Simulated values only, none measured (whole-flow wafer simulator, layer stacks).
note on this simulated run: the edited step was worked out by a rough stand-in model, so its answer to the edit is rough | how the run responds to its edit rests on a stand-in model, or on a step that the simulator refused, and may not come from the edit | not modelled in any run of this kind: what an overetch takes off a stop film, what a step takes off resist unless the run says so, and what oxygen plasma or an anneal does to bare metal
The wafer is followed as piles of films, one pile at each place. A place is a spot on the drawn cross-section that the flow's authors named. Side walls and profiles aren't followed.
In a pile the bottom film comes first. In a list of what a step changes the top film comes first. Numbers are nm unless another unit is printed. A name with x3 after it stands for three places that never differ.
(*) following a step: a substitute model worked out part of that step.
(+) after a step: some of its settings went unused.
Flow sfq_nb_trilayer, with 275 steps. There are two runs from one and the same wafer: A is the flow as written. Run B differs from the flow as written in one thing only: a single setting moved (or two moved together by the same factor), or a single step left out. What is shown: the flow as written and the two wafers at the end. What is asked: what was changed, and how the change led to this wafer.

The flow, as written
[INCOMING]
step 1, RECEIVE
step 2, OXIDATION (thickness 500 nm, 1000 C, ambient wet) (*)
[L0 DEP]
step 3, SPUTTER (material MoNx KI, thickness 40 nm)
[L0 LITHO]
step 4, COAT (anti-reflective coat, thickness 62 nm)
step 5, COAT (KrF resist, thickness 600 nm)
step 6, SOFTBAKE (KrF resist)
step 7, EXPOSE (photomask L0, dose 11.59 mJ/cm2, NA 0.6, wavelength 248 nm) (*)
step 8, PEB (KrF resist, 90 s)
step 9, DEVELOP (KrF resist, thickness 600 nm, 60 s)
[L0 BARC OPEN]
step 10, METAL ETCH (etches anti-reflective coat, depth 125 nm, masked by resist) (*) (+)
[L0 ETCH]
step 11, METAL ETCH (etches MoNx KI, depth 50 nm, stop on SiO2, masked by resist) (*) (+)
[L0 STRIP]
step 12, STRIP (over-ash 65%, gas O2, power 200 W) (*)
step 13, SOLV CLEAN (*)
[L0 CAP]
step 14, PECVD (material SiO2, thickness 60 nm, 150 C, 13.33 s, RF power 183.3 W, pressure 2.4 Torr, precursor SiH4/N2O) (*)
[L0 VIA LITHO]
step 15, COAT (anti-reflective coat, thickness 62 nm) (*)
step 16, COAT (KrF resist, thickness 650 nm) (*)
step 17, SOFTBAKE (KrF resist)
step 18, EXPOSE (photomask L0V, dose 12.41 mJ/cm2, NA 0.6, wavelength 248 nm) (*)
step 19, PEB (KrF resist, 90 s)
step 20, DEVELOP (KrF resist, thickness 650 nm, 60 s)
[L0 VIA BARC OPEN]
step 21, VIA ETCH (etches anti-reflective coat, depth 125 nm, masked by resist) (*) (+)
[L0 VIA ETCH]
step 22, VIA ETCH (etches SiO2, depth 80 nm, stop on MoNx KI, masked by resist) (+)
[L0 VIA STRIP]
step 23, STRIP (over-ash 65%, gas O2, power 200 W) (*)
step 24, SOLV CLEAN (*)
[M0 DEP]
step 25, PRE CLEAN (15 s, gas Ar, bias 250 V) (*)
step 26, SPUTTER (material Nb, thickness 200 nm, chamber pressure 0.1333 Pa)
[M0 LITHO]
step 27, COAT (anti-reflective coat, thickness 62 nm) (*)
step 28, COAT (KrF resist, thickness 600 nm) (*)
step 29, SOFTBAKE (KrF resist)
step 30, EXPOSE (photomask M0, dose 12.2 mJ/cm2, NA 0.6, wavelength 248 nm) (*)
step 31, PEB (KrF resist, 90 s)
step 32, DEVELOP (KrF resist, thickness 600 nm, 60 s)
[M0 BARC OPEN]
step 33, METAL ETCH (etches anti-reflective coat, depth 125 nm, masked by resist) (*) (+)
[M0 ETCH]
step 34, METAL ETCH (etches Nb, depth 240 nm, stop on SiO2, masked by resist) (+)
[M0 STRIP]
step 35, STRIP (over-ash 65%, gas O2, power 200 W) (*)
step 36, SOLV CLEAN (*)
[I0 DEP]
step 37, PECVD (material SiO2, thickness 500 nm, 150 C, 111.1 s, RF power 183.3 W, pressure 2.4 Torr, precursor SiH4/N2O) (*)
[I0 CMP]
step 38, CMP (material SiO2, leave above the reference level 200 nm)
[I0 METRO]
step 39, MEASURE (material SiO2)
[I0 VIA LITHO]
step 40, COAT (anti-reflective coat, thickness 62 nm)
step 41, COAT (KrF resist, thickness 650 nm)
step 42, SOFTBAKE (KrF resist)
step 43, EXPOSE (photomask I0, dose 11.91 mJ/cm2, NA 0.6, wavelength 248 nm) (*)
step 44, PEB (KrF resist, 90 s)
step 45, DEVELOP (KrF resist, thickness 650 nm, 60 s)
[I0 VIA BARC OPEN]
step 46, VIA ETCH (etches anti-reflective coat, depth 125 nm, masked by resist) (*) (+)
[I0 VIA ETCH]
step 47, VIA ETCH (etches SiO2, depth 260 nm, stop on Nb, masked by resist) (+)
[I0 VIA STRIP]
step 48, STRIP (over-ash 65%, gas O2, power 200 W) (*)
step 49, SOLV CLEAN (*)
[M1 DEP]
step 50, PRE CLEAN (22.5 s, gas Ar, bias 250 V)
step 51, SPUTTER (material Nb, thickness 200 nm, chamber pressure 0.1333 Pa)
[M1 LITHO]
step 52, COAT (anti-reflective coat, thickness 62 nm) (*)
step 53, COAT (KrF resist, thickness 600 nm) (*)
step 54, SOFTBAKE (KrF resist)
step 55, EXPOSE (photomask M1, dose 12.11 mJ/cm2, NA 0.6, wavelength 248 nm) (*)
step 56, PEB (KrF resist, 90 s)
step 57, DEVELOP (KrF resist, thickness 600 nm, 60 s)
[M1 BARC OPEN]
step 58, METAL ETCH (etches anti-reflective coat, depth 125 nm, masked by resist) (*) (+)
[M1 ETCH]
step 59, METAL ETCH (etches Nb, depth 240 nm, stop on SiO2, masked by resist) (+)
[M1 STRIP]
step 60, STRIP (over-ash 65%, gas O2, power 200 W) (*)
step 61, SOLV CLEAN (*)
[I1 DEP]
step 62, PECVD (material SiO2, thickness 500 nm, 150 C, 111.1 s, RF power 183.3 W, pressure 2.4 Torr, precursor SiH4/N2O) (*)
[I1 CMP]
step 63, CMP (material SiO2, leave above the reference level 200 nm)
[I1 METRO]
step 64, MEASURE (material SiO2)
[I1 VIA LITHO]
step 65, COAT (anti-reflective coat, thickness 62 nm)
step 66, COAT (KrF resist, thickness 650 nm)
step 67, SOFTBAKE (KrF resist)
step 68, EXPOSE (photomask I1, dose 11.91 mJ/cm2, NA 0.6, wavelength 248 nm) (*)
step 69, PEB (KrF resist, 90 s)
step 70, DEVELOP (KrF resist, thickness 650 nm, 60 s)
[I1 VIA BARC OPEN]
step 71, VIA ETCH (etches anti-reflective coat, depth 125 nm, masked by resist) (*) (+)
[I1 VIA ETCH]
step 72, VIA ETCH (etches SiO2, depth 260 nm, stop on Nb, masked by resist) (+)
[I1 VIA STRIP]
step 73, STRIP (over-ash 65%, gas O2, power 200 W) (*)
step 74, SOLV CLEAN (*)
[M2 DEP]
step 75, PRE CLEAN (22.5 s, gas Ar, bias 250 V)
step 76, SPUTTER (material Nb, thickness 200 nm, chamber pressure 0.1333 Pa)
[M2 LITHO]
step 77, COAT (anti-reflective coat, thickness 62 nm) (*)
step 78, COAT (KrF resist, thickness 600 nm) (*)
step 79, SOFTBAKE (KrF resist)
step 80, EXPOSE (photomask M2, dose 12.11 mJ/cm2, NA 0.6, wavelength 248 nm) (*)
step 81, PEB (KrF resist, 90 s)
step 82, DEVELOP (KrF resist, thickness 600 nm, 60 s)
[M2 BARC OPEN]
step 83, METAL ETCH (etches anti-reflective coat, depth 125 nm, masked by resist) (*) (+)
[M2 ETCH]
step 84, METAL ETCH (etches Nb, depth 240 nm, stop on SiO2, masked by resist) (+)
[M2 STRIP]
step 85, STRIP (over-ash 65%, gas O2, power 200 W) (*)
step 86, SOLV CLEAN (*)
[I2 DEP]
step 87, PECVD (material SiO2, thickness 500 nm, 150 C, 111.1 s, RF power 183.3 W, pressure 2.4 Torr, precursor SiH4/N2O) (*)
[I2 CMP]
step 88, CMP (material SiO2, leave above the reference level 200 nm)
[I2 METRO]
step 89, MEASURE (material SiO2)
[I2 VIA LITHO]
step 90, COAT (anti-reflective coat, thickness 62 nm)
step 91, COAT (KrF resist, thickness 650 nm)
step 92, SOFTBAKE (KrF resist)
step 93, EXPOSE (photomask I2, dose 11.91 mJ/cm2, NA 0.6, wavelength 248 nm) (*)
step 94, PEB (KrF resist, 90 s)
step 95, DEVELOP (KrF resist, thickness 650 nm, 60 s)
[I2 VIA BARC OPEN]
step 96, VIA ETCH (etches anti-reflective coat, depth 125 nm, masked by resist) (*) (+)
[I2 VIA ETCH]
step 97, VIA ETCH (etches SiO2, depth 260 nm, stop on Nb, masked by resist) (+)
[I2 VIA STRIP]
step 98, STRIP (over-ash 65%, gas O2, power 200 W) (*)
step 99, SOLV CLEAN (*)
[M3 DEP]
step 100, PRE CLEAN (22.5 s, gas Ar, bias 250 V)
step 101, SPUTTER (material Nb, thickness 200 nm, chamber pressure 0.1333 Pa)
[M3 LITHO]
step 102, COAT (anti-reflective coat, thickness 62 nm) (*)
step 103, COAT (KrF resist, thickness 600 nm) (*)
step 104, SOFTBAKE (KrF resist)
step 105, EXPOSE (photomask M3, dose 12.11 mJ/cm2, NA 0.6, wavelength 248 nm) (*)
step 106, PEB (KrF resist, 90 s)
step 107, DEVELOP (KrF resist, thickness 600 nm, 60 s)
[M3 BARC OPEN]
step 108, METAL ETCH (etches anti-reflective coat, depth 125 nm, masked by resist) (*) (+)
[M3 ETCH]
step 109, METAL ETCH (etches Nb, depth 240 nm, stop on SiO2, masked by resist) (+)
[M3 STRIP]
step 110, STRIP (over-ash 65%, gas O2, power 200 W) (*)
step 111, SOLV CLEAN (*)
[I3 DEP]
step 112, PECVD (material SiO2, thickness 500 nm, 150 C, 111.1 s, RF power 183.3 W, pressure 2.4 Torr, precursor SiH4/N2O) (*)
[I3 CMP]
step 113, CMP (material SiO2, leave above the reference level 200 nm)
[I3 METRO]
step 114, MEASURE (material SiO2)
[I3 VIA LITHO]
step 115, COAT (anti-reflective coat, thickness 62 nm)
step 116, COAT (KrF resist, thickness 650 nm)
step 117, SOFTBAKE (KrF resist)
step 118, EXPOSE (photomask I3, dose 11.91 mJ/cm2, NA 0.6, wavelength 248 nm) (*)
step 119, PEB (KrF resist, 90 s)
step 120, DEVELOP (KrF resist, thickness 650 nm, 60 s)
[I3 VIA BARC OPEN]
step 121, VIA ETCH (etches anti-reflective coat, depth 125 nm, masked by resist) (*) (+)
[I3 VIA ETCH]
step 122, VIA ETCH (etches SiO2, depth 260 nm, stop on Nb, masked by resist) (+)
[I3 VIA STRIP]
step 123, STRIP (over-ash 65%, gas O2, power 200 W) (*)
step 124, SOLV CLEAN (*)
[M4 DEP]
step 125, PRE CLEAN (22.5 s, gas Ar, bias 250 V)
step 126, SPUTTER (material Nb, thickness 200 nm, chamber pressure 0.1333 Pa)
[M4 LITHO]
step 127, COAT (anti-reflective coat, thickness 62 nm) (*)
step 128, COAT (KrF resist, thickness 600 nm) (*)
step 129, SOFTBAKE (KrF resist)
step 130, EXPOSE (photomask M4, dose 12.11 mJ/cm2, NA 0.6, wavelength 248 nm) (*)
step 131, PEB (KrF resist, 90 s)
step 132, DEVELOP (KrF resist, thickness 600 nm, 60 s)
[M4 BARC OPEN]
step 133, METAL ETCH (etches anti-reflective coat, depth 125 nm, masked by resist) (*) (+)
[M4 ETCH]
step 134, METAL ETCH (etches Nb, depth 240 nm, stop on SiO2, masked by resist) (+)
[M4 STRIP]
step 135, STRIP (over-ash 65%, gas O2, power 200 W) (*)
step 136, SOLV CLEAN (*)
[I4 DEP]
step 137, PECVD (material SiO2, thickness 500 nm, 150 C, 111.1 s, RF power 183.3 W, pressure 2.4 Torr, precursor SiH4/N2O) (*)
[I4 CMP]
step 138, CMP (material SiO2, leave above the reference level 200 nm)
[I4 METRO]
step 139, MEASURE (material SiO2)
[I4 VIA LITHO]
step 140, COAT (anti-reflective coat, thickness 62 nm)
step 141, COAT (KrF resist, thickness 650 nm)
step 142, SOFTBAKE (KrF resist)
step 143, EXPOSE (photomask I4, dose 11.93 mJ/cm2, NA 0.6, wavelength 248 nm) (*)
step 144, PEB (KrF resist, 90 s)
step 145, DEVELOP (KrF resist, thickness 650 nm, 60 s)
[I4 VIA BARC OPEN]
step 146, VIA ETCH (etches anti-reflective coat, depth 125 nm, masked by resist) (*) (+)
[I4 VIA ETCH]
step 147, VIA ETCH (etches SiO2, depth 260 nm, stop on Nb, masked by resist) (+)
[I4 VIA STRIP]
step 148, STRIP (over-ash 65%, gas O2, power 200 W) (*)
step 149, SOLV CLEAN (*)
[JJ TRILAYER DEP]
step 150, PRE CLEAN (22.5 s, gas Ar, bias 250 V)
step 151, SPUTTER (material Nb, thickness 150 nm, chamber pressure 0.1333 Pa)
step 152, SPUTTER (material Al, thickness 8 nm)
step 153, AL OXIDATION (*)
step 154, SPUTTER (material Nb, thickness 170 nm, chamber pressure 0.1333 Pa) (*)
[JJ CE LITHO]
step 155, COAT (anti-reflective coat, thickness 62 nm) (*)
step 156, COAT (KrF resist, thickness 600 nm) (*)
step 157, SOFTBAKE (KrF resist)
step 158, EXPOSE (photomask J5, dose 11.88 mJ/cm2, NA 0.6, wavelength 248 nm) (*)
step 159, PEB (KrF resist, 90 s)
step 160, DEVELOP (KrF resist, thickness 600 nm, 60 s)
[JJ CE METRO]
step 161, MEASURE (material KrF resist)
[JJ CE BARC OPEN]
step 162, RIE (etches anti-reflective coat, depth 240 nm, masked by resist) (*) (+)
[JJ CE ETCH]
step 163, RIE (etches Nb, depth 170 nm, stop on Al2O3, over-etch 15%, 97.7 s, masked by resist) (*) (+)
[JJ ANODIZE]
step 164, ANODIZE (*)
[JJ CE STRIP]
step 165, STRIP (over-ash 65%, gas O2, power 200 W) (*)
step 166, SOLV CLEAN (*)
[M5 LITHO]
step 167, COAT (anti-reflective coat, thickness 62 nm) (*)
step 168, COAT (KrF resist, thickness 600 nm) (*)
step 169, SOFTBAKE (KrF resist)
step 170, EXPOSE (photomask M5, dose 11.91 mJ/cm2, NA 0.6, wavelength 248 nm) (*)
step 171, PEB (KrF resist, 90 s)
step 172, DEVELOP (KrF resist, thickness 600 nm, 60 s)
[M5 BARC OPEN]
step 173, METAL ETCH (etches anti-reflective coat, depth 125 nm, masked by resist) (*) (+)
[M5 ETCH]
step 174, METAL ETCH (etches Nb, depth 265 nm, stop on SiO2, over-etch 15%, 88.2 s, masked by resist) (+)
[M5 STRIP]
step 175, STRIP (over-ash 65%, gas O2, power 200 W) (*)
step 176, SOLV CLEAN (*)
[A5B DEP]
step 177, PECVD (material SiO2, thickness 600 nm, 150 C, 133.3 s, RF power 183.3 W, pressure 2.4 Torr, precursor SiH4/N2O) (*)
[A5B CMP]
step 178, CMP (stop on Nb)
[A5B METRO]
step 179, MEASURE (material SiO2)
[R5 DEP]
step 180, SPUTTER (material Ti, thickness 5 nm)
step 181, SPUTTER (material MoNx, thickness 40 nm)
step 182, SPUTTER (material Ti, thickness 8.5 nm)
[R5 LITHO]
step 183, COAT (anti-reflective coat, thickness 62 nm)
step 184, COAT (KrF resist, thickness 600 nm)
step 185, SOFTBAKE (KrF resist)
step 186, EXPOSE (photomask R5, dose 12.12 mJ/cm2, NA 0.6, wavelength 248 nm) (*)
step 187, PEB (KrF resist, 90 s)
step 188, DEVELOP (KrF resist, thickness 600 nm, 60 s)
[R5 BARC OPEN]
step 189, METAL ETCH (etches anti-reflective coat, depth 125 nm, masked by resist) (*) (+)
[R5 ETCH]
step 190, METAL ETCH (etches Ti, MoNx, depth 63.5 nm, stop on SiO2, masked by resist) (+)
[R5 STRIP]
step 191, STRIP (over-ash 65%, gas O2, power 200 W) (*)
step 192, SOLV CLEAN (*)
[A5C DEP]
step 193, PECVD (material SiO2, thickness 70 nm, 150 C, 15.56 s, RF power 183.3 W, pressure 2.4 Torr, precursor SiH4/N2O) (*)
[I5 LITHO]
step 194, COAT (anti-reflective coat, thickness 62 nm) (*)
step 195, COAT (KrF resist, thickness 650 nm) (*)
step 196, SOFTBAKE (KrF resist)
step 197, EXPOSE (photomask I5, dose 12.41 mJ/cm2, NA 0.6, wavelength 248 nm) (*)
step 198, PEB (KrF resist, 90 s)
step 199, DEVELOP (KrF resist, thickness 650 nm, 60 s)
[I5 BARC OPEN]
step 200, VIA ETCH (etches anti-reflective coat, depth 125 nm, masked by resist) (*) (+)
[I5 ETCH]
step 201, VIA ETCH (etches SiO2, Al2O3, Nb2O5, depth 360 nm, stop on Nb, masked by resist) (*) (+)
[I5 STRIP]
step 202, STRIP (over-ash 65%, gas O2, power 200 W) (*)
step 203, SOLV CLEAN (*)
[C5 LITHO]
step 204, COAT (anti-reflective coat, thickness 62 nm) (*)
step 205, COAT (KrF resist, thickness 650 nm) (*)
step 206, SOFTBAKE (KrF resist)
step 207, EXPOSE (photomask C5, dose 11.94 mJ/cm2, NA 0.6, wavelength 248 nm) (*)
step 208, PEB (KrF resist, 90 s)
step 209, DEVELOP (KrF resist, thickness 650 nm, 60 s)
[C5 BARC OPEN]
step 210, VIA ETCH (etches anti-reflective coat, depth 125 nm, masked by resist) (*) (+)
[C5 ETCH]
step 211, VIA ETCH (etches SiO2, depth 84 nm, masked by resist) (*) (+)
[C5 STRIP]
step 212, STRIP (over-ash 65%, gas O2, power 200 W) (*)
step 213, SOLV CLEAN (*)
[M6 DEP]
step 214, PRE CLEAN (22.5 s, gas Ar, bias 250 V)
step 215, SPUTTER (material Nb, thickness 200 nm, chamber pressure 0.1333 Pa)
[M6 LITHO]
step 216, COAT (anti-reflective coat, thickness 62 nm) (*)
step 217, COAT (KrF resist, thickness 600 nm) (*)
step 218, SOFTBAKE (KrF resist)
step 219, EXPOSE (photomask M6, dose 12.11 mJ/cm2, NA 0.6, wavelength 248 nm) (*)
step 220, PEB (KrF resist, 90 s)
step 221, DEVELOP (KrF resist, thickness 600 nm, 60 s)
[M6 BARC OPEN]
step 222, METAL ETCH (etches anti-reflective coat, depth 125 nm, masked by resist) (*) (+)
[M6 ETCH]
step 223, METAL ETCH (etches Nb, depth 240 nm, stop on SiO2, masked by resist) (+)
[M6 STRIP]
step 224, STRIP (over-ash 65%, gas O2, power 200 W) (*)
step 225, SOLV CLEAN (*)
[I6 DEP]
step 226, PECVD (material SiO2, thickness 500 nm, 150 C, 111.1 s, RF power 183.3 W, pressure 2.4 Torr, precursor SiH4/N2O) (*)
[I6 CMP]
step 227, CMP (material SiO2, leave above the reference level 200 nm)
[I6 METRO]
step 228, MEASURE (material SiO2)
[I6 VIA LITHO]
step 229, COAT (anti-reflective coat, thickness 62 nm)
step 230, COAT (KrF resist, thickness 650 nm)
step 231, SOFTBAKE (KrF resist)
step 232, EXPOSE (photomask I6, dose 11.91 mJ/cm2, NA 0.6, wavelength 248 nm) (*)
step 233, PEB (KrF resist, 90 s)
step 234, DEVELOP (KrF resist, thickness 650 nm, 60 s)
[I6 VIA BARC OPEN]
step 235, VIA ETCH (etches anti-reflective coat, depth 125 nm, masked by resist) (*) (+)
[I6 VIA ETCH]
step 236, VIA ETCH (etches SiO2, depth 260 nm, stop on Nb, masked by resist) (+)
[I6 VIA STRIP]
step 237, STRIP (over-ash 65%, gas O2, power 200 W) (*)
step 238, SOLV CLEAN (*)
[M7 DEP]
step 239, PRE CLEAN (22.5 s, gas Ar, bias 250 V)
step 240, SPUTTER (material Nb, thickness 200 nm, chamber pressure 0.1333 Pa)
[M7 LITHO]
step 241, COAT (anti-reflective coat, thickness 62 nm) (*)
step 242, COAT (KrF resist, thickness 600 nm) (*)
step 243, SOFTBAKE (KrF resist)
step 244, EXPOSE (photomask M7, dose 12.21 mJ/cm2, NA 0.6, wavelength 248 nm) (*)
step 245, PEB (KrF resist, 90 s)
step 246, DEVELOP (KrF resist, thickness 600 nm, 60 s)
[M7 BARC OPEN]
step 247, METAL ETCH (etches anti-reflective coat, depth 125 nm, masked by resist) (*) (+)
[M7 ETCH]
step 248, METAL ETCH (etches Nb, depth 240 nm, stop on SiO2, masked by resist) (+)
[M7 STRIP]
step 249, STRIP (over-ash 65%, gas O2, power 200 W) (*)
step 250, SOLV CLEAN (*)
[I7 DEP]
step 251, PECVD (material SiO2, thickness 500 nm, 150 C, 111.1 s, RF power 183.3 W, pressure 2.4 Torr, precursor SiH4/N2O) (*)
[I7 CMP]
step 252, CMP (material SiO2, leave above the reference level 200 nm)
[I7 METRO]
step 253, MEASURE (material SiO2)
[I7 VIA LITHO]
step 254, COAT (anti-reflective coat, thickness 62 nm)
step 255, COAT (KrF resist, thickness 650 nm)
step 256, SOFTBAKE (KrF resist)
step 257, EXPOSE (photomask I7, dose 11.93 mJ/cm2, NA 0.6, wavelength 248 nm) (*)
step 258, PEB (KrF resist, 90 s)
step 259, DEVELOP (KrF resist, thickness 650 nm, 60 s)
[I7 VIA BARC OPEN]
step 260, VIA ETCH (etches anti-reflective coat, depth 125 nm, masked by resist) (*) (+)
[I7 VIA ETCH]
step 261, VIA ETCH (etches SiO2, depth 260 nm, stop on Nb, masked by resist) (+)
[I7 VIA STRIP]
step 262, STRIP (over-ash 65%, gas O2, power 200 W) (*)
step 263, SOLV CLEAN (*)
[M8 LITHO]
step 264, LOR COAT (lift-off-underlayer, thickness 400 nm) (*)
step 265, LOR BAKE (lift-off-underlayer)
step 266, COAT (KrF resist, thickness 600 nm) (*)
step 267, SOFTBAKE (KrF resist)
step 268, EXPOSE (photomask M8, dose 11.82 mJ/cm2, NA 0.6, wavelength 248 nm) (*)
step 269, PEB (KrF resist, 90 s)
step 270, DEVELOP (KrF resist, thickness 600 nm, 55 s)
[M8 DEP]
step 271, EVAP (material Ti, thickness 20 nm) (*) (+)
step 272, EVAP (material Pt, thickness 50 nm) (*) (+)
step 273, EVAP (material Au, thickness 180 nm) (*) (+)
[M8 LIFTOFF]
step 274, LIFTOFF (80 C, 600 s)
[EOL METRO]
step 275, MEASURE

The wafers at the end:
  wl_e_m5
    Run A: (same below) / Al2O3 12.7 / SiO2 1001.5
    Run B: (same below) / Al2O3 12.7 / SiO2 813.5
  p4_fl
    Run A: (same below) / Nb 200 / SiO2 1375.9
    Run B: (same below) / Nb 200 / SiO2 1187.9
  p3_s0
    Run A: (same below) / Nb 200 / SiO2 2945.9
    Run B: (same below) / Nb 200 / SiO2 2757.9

Cause: step 251, PECVD: thickness 212 nm was run, whereas the flow has thickness 500 nm; step 251, PECVD: 47.22 s was run, where the flow has 111.1 s.

Step by step, how the change led to this:
  step 251, PECVD (material SiO2, thickness 500 nm, 150 C, 111.1 s, RF power 183.3 W, pressure 2.4 Torr, precursor SiH4/N2O) (*)
      field_l, p4_fl, p4_fm and 56 more: A SiO2 gains 500 | B SiO2 gains 212
      v_sur, via_wl, via_w and 37 more: A SiO2 gains 500 (new film) | B SiO2 gains 212 (new film)
      (and at 7 other places as well)
  step 252, CMP (material SiO2, leave above the reference level 200 nm)
      field_l, p4_fl, p4_fm and 56 more: A SiO2 loses 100 | B nothing
      field_r, lsp_l: A SiO2 loses 77.7 | B nothing
      (and at 45 other places as well)
  step 254, COAT (anti-reflective coat, thickness 62 nm)
      jj_sur, ce_l, c5j, ce_r, sp_r, be_r: A anti-reflective coat gains 62 (new film) | B anti-reflective coat gains 53.4 (new film)
      wl_d_sl, wl_d_m1, wl_d_sr, wl_e_sl: A anti-reflective coat gains 62 (new film) | B anti-reflective coat gains 71.7 (new film)
      (and at 85 other places as well)
  step 255, COAT (KrF resist, thickness 650 nm)
      wl_d_m1, wl_d_sr, m0r_line_r, m6r_line_r: A KrF resist gains 650 (new film) | B KrF resist gains 685.7 (new film)
      ce_l, sp_r: A KrF resist gains 650 (new film) | B KrF resist gains 614.9 (new film)
      (and at 81 other places as well)
  step 259, DEVELOP (KrF resist, thickness 650 nm, 60 s)
      via_wl: A KrF resist loses 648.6 (all of it) | B KrF resist loses 583.3 (all of it)
      via_w: A KrF resist loses 648.6 (all of it) | B KrF resist loses 593.7 (all of it)
      (and at 1 other place as well)
  step 260, VIA ETCH (etches anti-reflective coat, depth 125 nm, masked by resist) (*) (+)
      field_l, v_sur, via_sp and 100 more: A KrF resist loses 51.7 | B KrF resist loses 42.2
      via_wl: A anti-reflective coat loses 62 (all of it), SiO2 loses 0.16 | B anti-reflective coat loses 50.2 (all of it), SiO2 loses 0.13
      (and at 2 other places as well)
  step 262, STRIP (over-ash 65%, gas O2, power 200 W) (*)
      ce_l, sp_r: A KrF resist loses 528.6 (all of it), anti-reflective coat loses 62 (all of it) | B KrF resist loses 503 (all of it), anti-reflective coat loses 53.4 (all of it)
      c5j, ce_r: A KrF resist loses 528.6 (all of it), anti-reflective coat loses 62 (all of it) | B KrF resist loses 503.1 (all of it), anti-reflective coat loses 53.4 (all of it)
      (and at 98 other places as well)
  step 264, LOR COAT (lift-off-underlayer, thickness 400 nm) (*)
      wl_j_sl, wl_jj: A lift-off-underlayer gains 400 (new film) | B lift-off-underlayer gains 385.7 (new film)
      wl_a_sl, wl_g_sr: A lift-off-underlayer gains 400 (new film) | B lift-off-underlayer gains 385.3 (new film)
      (and at 87 other places as well)
  step 266, COAT (KrF resist, thickness 600 nm) (*)
      c5j, ce_r: A KrF resist gains 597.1 (new film) | B KrF resist gains 574.9 (new film)
      wl_j_sl, wl_jj: A KrF resist gains 600 (new film) | B KrF resist gains 585 (new film)
      (and at 60 other places as well)
  step 270, DEVELOP (KrF resist, thickness 600 nm, 55 s)
      field_l: A KrF resist loses 593.7 (all of it), lift-off-underlayer loses 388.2 (all of it) | B KrF resist loses 614.4 (all of it), lift-off-underlayer loses 451.5 (all of it)
      v_sur: A KrF resist loses 607.3 (all of it), lift-off-underlayer loses 369.4 (all of it) | B KrF resist loses 586.7 (all of it), lift-off-underlayer loses 298.8 (all of it)
      (and at 9 other places as well)
  step 274, LIFTOFF (80 C, 600 s)
      wl_j_sl, wl_jj: A Au loses 180 (all of it), Pt loses 50 (all of it), Ti loses 20 (all of it), KrF resist loses 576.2 (all of it), lift-off-underlayer loses 400 (all of it) | B Au loses 180 (all of it), Pt loses 50 (all of it), Ti loses 20 (all of it), KrF resist loses 561.2 (all of it), lift-off-underlayer loses 385.7 (all of it)
      wl_d_m1, wl_d_sr: A Au loses 180 (all of it), Pt loses 50 (all of it), Ti loses 20 (all of it), KrF resist loses 576.2 (all of it), lift-off-underlayer loses 400 (all of it) | B Au loses 180 (all of it), Pt loses 50 (all of it), Ti loses 20 (all of it), KrF resist loses 607.3 (all of it), lift-off-underlayer loses 429.4 (all of it)
      (and at 76 other places as well)
